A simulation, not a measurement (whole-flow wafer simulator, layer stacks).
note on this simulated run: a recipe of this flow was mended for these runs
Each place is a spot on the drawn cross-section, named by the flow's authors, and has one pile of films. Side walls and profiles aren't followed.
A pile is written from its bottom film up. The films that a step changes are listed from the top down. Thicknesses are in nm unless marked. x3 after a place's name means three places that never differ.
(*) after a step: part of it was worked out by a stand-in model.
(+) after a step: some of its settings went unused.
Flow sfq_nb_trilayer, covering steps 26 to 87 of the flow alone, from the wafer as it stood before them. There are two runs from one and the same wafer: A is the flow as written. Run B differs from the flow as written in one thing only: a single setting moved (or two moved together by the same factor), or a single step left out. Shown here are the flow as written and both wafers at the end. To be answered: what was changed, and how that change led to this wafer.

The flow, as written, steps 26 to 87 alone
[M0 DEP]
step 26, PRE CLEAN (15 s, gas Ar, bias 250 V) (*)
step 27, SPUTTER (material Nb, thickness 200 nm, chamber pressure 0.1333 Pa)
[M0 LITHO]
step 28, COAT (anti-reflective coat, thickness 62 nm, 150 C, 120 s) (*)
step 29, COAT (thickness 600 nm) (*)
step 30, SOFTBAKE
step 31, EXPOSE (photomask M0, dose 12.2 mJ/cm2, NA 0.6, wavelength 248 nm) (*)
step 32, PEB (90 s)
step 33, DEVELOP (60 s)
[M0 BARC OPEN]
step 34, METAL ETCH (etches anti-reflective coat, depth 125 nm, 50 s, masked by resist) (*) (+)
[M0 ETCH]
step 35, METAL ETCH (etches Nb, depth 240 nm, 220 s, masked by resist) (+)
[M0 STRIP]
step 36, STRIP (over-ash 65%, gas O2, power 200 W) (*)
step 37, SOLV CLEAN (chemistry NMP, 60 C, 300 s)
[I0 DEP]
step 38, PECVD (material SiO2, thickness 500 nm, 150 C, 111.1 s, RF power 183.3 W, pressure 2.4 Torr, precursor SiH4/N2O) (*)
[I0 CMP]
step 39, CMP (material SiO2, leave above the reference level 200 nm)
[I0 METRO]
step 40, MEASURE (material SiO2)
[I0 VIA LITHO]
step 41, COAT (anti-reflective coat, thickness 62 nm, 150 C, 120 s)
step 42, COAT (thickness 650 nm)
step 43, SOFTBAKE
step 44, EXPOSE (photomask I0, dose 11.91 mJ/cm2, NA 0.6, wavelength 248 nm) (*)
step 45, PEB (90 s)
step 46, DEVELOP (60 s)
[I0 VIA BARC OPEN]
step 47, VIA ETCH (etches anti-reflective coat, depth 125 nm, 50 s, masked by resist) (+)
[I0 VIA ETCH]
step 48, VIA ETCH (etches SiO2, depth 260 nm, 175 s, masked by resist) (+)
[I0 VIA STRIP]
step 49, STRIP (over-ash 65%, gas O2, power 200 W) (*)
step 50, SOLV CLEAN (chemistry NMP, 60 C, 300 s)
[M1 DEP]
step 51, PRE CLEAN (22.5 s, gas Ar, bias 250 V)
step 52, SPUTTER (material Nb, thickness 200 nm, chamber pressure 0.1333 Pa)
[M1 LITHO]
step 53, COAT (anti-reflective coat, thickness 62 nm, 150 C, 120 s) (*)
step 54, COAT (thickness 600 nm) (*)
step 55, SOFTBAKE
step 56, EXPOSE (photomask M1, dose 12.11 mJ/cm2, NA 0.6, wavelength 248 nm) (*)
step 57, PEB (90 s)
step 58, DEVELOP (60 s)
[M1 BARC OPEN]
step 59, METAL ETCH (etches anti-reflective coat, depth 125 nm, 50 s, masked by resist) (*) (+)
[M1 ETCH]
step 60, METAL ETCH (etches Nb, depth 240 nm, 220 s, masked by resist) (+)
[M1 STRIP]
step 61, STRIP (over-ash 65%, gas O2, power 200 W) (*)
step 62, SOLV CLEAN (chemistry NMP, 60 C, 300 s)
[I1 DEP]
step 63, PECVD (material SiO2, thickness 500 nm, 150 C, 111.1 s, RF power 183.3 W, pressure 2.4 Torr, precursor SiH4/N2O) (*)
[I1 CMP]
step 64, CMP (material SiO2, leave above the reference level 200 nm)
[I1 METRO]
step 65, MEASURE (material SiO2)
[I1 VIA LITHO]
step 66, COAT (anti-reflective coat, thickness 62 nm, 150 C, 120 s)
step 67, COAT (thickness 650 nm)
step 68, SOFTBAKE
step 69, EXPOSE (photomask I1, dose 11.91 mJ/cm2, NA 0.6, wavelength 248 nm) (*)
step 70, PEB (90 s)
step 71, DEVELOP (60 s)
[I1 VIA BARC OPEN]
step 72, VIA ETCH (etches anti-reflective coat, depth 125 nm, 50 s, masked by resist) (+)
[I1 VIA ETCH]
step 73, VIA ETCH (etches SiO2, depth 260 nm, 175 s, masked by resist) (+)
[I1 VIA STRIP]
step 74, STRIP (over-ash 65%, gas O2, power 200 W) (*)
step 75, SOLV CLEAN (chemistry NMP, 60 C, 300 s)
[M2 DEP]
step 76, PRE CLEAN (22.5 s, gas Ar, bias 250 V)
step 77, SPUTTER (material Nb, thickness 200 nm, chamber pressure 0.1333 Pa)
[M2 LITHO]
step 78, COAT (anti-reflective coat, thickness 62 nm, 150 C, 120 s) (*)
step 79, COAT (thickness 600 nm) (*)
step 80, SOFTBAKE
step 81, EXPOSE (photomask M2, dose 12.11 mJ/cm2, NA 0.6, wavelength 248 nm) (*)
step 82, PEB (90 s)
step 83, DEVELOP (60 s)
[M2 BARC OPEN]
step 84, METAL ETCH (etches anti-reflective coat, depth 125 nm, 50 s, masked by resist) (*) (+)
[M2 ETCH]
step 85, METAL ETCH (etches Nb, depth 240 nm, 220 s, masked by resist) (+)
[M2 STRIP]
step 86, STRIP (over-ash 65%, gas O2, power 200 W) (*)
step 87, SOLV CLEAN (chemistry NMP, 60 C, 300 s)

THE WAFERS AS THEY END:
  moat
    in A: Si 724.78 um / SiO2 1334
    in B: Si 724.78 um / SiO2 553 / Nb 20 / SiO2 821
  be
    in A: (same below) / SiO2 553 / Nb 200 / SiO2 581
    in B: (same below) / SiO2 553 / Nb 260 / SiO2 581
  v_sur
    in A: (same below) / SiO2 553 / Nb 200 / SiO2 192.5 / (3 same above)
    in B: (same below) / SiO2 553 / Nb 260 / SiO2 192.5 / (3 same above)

What caused this: step 27, SPUTTER: thickness 260 nm was run, though the flow has thickness 200 nm.
One can read it off the wafer: be has Nb 260, and step 27 as written asks for 200 nm.

How this came from the change, step by step:
  step 27, SPUTTER (material Nb, thickness 200 nm, chamber pressure 0.1333 Pa)
      field_l, v_sur, via_wl and 102 more: A Nb gains 200 (new film) | B Nb gains 260 (new film)
      l0v: A Nb gains 195.4 (new film) | B Nb gains 255.5 (new film)
  step 28, COAT (anti-reflective coat, thickness 62 nm, 150 C, 120 s) (*)
      l0_sur: A anti-reflective coat gains 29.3 (new film) | B anti-reflective coat gains 29.9 (new film)
  step 35, METAL ETCH (etches Nb, depth 240 nm, 220 s, masked by resist) (+)
      moat, m0r_space_l x2: A Nb loses 200 (all of it), SiO2 loses 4 | B Nb loses 240
  step 36, STRIP (over-ash 65%, gas O2, power 200 W) (*)
      l0_sur: A KrF-resist-other-grade loses 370 (all of it), anti-reflective coat loses 29.3 (all of it) | B KrF-resist-other-grade loses 369.7 (all of it), anti-reflective coat loses 29.9 (all of it)
  step 38, PECVD (material SiO2, thickness 500 nm, 150 C, 111.1 s, RF power 183.3 W, pressure 2.4 Torr, precursor SiH4/N2O) (*)
      moat, m0r_space_l x2: A SiO2 gains 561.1 | B SiO2 gains 597.1 (new film)
If metal films that touch count as one body, moat has 1 body; the flow as written gives 0 bodies.
